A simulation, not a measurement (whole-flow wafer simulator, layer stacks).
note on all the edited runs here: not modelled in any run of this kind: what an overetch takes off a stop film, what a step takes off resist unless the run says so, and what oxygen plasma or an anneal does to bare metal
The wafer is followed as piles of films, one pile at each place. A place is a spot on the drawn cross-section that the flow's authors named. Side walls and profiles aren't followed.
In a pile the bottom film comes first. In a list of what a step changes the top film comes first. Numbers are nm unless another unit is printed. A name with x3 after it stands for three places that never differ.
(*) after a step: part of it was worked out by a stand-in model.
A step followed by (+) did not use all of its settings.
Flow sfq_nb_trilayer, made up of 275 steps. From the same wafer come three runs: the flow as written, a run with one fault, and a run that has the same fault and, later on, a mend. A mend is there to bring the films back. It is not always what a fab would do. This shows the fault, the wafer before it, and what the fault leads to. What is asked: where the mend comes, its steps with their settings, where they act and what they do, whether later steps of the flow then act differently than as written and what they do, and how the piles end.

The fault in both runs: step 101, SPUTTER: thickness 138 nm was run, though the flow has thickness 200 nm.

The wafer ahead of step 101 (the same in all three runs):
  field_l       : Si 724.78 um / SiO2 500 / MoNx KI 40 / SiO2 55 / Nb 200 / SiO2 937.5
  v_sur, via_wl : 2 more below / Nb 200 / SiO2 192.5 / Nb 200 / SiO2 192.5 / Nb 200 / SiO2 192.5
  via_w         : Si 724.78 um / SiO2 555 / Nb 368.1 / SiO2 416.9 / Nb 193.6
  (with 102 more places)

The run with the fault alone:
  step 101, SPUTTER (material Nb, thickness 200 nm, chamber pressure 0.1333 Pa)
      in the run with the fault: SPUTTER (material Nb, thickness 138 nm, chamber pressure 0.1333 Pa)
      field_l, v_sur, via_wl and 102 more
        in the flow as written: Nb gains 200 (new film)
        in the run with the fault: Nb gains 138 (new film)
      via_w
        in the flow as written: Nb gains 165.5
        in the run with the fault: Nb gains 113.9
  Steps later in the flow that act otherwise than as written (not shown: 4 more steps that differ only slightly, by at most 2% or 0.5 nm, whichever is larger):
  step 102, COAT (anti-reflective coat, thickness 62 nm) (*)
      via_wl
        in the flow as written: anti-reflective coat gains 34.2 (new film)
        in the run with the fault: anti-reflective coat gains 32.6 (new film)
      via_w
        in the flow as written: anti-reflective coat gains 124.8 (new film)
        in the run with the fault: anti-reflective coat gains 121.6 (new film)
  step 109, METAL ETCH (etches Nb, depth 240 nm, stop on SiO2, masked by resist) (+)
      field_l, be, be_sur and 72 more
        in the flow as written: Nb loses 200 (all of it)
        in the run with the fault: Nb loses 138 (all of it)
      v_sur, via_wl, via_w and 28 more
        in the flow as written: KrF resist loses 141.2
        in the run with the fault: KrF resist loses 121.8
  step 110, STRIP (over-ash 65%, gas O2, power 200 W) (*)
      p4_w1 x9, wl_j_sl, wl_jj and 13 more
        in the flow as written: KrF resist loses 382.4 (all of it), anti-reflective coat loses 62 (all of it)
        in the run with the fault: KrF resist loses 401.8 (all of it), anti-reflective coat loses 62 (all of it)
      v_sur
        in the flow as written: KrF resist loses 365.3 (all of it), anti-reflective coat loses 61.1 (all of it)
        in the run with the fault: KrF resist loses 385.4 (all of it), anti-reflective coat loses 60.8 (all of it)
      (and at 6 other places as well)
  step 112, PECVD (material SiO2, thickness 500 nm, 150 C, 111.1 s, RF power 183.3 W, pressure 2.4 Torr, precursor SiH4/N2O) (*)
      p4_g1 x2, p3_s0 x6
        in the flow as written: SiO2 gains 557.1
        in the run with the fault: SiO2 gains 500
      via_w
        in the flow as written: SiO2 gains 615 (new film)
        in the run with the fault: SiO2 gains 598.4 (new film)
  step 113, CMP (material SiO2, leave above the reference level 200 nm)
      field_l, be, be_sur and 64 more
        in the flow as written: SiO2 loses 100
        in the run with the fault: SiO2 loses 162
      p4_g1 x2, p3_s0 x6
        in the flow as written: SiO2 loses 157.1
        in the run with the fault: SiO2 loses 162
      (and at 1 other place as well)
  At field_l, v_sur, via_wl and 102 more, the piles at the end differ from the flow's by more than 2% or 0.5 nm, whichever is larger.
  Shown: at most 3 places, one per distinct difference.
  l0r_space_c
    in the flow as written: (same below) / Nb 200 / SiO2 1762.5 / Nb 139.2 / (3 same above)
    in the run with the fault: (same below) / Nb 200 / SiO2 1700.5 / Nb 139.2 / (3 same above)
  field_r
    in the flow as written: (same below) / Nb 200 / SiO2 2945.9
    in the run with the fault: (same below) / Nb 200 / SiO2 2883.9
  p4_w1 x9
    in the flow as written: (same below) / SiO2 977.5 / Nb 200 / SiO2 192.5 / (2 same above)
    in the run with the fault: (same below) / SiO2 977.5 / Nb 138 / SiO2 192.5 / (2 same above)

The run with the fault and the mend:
  The mend follows step 107.
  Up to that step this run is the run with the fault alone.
  step 107a, STRIP (over-ash 65%, gas O2, power 200 W) (*)
      p4_fl x3, p4_g1 x2, p3_s0 x6 and 42 more
        anti-reflective coat loses 62 (all of it)
      p4_w1 x9, wl_j_sl, wl_jj and 13 more
        KrF resist loses 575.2 (all of it), anti-reflective coat loses 62 (all of it)
      r_sur, res, r_end and 9 more
        anti-reflective coat loses 61.8 (all of it)
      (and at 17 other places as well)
  step 107b, SPUTTER (material Nb, thickness 62 nm, chamber pressure 0.1333 Pa) (the flow's step 101 again, with other settings)
      field_l, v_sur, via_wl and 102 more
        Nb gains 62
      via_w
        Nb gains 48.7
  step 107c, COAT (anti-reflective coat, thickness 62 nm) (*) (the flow's step 102 again)
      p4_fl x3, p4_w1 x9, p4_g1 x2 and 63 more
        anti-reflective coat gains 62 (new film)
      res, r_end, moat and 8 more
        anti-reflective coat gains 61.8 (new film)
      jj_sur, ce_l, c5j, ce_r, sp_r, be_r, r_sur
        anti-reflective coat gains 61.7 (new film)
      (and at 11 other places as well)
  step 107d, COAT (KrF resist, thickness 600 nm) (*) (the flow's step 103 again)
      p4_fl x3, p4_w1 x9, p4_g1 x2 and 63 more
        KrF resist gains 600 (new film)
      r_end, moat, field_r, lsp_l, lsp_r, l0_sur
        KrF resist gains 599.4 (new film)
      be_r, r_sur, res, l0v
        KrF resist gains 599.3 (new film)
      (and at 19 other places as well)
  step 107e, SOFTBAKE (KrF resist) (the flow's step 104 again)
      alters no film at any place that is followed
  step 107f, EXPOSE (photomask M3, dose 12.11 mJ/cm2, NA 0.6, wavelength 248 nm) (*) (the flow's step 105 again)
      alters no film at any place that is followed
  step 107g, PEB (KrF resist, 90 s) (the flow's step 106 again)
      wire, be, be_sur and 96 more
        KrF resist loses 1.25
      field_l, via_v
        KrF resist loses 1.24
      via_wl, via_wr
        KrF resist loses 1.26
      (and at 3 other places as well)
  step 107h, DEVELOP (KrF resist, thickness 600 nm, 60 s) (the flow's step 107 again)
      p4_fl x3, p4_g1 x2, p3_s0 x6 and 42 more
        KrF resist loses 598.7 (all of it)
      v_sur, via_wl, via_w and 28 more
        KrF resist loses 23.5
      field_r, lsp_l, ln_m5, lsp_m, ln_m6, lsp_r, l0_sur
        KrF resist loses 598.2 (all of it)
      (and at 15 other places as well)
  Later steps of the flow that are run all act as written at every place that is followed, up to a difference of at most 2% or 0.5 nm, whichever is larger.
  At the end the piles are close to the flow's at the places that both follow, differing by at most 2% or 0.5 nm, whichever is larger.
